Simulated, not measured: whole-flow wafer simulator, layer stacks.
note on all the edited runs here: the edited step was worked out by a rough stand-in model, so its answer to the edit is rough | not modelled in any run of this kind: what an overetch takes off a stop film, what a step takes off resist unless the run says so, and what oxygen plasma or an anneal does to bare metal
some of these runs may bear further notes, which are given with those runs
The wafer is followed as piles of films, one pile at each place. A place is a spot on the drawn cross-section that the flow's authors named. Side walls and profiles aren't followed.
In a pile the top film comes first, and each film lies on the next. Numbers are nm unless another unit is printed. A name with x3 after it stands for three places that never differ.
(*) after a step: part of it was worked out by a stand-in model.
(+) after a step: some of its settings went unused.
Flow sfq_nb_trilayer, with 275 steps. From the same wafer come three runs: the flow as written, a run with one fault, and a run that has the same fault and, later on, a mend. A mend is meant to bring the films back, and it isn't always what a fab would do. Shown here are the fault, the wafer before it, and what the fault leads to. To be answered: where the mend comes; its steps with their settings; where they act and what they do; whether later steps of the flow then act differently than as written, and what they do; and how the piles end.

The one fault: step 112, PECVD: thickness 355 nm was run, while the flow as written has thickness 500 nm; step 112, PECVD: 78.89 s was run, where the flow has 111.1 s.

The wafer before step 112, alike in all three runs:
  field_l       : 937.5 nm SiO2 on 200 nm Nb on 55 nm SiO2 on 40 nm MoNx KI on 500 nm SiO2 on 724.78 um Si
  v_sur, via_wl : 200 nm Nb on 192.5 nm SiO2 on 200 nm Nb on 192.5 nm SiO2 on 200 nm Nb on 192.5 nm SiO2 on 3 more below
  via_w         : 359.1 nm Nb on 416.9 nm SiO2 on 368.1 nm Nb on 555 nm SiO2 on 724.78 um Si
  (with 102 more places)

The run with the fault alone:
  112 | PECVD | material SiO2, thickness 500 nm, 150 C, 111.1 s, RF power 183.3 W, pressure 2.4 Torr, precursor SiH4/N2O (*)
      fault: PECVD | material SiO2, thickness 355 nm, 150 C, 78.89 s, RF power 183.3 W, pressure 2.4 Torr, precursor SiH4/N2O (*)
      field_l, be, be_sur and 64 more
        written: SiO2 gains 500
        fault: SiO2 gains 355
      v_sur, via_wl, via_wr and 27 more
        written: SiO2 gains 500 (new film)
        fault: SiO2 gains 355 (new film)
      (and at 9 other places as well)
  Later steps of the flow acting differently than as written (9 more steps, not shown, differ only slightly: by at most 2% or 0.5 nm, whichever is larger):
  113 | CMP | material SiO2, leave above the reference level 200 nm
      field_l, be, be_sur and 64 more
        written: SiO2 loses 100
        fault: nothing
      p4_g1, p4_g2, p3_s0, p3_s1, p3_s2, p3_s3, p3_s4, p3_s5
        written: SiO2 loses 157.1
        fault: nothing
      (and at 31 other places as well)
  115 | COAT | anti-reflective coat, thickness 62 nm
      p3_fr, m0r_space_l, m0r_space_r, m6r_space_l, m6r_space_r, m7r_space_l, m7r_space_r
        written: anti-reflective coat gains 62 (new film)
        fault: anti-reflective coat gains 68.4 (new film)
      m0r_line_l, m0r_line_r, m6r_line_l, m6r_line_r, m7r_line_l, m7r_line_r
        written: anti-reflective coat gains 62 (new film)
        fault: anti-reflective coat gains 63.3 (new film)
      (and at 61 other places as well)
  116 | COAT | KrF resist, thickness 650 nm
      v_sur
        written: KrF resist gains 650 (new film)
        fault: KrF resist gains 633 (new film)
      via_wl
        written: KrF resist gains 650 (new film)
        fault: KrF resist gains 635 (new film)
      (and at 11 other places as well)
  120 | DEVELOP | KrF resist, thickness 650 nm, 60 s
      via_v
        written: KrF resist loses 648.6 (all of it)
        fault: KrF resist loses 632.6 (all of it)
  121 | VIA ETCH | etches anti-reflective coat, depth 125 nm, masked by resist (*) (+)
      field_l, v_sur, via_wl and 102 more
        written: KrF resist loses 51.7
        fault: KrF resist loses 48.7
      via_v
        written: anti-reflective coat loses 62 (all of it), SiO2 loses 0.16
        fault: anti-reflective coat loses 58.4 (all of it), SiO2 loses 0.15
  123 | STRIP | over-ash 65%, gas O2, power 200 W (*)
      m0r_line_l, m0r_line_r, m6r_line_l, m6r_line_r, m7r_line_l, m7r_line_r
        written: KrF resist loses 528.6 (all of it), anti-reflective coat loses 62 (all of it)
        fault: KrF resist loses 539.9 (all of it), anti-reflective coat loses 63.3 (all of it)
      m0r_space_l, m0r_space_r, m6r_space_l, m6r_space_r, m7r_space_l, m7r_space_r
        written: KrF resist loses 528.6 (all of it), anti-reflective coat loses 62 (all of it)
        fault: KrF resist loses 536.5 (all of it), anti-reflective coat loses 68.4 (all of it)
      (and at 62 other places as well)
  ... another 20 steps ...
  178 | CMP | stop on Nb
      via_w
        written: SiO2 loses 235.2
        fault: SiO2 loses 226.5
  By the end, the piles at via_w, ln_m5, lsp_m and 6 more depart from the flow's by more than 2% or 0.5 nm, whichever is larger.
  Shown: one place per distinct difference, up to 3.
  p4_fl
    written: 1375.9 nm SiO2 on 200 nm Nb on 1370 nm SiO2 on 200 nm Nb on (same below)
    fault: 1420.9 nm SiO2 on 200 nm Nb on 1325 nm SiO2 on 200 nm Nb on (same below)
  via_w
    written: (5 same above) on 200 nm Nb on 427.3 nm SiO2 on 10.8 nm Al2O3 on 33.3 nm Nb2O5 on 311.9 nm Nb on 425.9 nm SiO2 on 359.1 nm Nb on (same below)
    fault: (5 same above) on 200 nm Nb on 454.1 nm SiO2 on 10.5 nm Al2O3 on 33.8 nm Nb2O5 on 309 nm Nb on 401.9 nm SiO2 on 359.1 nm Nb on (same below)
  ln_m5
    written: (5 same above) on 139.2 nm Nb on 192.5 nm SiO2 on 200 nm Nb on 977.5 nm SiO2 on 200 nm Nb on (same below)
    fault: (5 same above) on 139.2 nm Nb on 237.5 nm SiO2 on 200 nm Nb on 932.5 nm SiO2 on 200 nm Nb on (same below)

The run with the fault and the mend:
  The mend stands after step 112.
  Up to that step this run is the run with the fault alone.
  112a | PECVD | material SiO2, thickness 145 nm, 150 C, 32.22 s, RF power 183.3 W, pressure 2.4 Torr, precursor SiH4/N2O (the flow's step 112 again, with other settings)
      field_l, v_sur, via_wl and 102 more
        SiO2 gains 145
      via_w
        SiO2 gains 137.7
  Later steps of the flow acting differently than as written:
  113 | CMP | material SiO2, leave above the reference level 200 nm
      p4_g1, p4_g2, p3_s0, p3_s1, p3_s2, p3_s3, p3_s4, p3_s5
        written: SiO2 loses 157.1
        mend: SiO2 loses 100
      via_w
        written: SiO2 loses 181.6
        mend: SiO2 loses 113.7
  The piles end the same as the flow's at every place that both follow.
